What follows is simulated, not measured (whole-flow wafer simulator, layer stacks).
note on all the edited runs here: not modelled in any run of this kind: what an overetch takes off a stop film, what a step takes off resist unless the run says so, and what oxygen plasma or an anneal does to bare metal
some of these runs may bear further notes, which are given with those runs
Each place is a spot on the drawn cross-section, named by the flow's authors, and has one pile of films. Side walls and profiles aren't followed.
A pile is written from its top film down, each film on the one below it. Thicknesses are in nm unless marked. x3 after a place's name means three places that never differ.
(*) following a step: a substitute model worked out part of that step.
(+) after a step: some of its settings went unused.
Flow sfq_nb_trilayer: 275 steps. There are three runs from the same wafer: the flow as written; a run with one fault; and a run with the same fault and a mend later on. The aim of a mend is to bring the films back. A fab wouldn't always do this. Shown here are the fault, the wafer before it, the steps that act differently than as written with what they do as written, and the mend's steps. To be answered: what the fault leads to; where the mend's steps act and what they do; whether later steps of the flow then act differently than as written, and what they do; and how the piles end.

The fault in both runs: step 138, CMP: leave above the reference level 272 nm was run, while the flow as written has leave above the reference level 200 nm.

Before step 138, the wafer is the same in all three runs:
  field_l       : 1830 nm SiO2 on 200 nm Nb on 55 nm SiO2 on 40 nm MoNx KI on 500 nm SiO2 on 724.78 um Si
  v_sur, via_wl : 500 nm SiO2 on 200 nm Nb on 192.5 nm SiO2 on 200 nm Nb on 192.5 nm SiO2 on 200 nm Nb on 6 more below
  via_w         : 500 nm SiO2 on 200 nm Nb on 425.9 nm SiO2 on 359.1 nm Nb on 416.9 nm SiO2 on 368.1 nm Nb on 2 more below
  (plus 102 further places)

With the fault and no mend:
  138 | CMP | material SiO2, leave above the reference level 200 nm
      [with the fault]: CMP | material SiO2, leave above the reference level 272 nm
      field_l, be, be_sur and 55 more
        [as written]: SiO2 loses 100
        [with the fault]: SiO2 loses 28
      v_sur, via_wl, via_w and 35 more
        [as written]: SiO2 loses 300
        [with the fault]: SiO2 loses 228
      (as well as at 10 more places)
  Steps further on in the flow that do not act as written (6 other steps are not shown; they differ only slightly, by no more than 2% or 0.5 nm, whichever is larger):
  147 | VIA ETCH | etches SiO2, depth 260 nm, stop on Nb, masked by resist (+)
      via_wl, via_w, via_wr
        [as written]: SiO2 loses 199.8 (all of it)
        [with the fault]: SiO2 loses 260
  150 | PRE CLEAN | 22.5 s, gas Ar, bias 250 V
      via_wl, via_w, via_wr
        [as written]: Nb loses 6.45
        [with the fault]: SiO2 loses 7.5
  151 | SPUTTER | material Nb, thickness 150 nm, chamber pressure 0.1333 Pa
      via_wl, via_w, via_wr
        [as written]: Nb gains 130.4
        [with the fault]: Nb gains 123.3 (new film)
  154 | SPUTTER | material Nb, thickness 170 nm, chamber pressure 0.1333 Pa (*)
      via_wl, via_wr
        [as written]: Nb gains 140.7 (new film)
        [with the fault]: Nb gains 103.1 (new film)
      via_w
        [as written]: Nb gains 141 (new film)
        [with the fault]: Nb gains 136 (new film)
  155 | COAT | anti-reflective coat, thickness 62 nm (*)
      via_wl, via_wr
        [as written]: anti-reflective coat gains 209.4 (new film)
        [with the fault]: anti-reflective coat gains 321.3 (new film)
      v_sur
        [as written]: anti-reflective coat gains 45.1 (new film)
        [with the fault]: anti-reflective coat gains 42.8 (new film)
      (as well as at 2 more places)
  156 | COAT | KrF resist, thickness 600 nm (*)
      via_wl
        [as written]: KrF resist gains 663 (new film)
        [with the fault]: KrF resist gains 648.6 (new film)
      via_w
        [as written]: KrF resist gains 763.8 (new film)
        [with the fault]: KrF resist gains 811.1 (new film)
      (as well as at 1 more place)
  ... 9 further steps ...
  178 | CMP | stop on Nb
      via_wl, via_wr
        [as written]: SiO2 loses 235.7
        [with the fault]: SiO2 loses 227.2
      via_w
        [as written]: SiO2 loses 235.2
        [with the fault]: SiO2 loses 227.2
  By the end, the piles at field_l, v_sur, via_wl and 103 more depart from the flow's by more than 2% or 0.5 nm, whichever is larger.
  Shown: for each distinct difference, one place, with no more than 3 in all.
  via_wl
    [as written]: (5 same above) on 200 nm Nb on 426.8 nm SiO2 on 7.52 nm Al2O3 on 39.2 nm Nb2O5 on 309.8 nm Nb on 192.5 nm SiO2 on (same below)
    [with the fault]: (5 same above) on 200 nm Nb on 469.8 nm SiO2 on 52.6 nm Nb2O5 on 0.96 nm Al2O3 on 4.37 nm Al on 123.3 nm Nb on 4.34 nm SiO2 on 200 nm Nb on 192.5 nm SiO2 on (same below)
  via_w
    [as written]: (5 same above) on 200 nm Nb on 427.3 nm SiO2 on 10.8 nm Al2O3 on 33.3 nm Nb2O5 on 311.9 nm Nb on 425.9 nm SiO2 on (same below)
    [with the fault]: (5 same above) on 200 nm Nb on 495.5 nm SiO2 on 10.1 nm Al2O3 on 34.7 nm Nb2O5 on 110.8 nm Nb on 4.34 nm SiO2 on 200 nm Nb on 425.9 nm SiO2 on (same below)
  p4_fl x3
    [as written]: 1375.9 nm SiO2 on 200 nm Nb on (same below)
    [with the fault]: 1447.9 nm SiO2 on 200 nm Nb on (same below)

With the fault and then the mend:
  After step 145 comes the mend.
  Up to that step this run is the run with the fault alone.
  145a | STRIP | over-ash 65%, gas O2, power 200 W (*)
      field_l, v_sur, via_sp and 100 more
        KrF resist loses 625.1 (all of it), anti-reflective coat loses 62 (all of it)
      via_wl, via_w, via_wr
        anti-reflective coat loses 62 (all of it)
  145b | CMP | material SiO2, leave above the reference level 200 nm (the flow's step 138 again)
      field_l, v_sur, via_wl and 103 more
        SiO2 loses 72
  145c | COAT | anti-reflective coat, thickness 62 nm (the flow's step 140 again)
      field_l, v_sur, via_wl and 103 more
        anti-reflective coat gains 62 (new film)
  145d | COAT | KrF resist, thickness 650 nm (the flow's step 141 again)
      field_l, v_sur, via_wl and 103 more
        KrF resist gains 650 (new film)
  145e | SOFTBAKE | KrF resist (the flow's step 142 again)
      alters no film at any place that is followed
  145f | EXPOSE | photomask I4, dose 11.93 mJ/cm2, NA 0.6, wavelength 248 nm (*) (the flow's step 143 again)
      alters no film at any place that is followed
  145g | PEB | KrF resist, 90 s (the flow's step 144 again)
      field_l, v_sur, via_wl and 103 more
        KrF resist loses 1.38
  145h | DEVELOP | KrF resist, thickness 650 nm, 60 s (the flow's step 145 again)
      field_l, v_sur, via_sp and 100 more
        KrF resist loses 23.5
      via_wl, via_w, via_wr
        KrF resist loses 648.6 (all of it)
  None of the later steps of the flow acts differently than as written at any place that is followed.
  By the end, the piles equal the flow's at every place that both follow.
